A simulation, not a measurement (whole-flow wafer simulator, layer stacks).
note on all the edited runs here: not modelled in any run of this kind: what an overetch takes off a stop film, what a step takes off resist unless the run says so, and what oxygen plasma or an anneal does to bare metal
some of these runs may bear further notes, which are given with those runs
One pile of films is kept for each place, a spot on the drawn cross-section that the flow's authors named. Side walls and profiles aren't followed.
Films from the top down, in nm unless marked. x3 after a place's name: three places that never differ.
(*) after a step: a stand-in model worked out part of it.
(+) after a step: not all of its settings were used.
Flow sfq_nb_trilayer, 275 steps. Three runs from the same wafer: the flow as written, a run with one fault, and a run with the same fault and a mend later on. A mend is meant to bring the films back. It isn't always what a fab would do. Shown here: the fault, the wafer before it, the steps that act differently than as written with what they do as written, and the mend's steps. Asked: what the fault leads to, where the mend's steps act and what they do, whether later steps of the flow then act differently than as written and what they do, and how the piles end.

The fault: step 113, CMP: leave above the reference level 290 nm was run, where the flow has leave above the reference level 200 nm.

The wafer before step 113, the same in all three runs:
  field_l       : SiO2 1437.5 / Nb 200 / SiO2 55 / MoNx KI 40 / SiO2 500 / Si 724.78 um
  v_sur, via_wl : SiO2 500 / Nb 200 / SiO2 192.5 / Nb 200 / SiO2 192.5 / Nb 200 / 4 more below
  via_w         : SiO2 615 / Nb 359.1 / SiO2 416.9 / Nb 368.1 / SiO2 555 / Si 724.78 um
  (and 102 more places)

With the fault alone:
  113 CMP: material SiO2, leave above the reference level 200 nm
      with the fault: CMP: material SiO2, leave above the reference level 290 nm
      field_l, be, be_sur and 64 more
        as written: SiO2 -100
        with the fault: SiO2 -10
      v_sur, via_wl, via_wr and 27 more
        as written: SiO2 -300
        with the fault: SiO2 -210
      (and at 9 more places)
  Later steps of the flow that act differently than as written (4 more steps differ only slightly, by at most 2% or 0.5 nm, whichever is larger, and aren't shown):
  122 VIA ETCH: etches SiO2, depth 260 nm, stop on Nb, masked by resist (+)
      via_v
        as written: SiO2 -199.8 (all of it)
        with the fault: SiO2 -260
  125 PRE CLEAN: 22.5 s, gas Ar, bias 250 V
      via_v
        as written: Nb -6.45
        with the fault: SiO2 -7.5
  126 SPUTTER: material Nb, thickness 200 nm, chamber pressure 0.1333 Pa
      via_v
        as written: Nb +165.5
        with the fault: Nb +152.6 (new film)
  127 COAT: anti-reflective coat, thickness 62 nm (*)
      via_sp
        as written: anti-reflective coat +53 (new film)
        with the fault: anti-reflective coat +50.1 (new film)
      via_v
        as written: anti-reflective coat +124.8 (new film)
        with the fault: anti-reflective coat +128.6 (new film)
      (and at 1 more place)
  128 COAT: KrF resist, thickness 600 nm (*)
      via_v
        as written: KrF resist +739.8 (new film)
        with the fault: KrF resist +797.5 (new film)
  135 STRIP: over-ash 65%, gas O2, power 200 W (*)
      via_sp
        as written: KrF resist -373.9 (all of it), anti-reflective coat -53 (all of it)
        with the fault: KrF resist -369.8 (all of it), anti-reflective coat -50.1 (all of it)
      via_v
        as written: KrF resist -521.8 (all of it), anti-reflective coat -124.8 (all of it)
        with the fault: KrF resist -579.3 (all of it), anti-reflective coat -128.6 (all of it)
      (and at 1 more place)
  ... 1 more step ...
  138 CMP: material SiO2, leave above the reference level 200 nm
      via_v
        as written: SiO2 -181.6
        with the fault: SiO2 -157.1
  At the end the piles differ from the flow's by more than 2% or 0.5 nm, whichever is larger, at field_l, v_sur, via_wl and 103 more.
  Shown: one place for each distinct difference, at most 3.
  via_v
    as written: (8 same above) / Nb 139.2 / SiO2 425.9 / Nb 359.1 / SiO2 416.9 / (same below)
    with the fault: (8 same above) / Nb 139.2 / SiO2 500.1 / Nb 152.6 / SiO2 22.3 / Nb 200 / SiO2 416.9 / (same below)
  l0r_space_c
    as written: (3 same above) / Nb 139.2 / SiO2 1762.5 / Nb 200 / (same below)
    with the fault: (3 same above) / Nb 139.2 / SiO2 1852.5 / Nb 200 / (same below)
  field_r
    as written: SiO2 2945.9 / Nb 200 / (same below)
    with the fault: SiO2 3035.9 / Nb 200 / (same below)

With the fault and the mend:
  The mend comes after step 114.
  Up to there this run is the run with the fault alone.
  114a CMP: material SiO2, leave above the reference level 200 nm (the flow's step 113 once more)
      field_l, v_sur, via_wl and 103 more
        SiO2 -90
  No later step of the flow acts differently than as written at any place that is followed.
  At the end the piles are the same as the flow's at every place that both follow.
